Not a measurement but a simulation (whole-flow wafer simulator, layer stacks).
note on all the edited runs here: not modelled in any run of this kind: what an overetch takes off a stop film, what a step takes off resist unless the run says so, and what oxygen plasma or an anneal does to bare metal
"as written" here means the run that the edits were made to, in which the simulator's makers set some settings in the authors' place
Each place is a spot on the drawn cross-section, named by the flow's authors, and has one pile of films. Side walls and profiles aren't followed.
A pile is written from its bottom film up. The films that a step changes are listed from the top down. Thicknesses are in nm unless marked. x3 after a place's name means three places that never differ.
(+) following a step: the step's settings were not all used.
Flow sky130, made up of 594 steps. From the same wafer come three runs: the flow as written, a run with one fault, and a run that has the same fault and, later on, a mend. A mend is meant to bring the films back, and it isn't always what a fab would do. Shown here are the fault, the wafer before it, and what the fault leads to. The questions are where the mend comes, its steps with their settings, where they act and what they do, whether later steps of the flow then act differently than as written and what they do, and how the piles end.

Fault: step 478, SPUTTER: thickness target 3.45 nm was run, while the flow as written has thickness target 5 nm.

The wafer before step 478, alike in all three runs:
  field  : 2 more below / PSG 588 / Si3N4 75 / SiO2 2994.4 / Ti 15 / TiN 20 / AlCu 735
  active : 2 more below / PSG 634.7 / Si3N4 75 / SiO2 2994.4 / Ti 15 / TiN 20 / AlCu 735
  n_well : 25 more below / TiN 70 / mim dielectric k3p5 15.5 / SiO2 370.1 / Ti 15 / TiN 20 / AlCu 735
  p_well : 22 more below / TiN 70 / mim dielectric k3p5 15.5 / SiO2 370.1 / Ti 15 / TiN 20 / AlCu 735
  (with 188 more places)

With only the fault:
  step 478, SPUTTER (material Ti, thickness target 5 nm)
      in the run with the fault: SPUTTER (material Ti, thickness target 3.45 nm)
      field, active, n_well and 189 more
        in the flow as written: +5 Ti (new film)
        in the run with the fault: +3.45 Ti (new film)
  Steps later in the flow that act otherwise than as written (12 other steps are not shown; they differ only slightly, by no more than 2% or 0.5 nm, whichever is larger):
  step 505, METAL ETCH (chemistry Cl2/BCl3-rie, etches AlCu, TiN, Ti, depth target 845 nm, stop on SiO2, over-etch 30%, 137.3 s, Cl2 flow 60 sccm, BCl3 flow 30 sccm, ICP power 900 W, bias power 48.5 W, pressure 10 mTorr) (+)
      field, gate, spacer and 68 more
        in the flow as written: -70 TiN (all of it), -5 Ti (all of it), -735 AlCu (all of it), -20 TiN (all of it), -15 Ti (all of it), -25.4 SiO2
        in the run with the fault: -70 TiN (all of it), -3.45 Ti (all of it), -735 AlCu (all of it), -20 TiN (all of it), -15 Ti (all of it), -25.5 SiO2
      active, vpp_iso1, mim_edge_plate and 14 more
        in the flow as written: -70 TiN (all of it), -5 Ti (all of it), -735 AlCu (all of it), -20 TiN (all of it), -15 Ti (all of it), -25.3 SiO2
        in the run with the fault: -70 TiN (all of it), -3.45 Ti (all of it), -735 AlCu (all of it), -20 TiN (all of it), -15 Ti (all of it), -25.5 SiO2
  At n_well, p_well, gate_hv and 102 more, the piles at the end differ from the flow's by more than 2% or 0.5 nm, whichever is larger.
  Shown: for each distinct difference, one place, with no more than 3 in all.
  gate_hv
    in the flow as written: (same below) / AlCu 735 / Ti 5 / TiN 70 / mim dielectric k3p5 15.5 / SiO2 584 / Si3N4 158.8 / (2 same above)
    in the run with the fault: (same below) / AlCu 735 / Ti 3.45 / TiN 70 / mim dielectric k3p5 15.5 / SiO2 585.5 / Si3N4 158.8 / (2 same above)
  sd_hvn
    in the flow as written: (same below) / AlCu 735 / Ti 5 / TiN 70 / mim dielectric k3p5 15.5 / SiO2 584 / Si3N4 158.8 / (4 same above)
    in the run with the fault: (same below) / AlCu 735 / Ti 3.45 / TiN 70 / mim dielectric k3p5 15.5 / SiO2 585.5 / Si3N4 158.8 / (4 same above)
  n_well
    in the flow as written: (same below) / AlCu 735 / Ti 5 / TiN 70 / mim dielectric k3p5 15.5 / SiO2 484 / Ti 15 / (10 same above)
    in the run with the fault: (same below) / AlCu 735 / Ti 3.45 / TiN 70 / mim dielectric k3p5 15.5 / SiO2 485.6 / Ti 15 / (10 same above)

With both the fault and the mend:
  The mend follows step 478.
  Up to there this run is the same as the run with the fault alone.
  step 478a, SPUTTER (material Ti, thickness target 1.55 nm) (the flow's step 478, run once more with other settings)
      field, active, n_well and 189 more
        +1.55 Ti
  None of the later steps of the flow acts differently than as written at any place that is followed.
  By the end, the piles equal the flow's at every place that both follow.
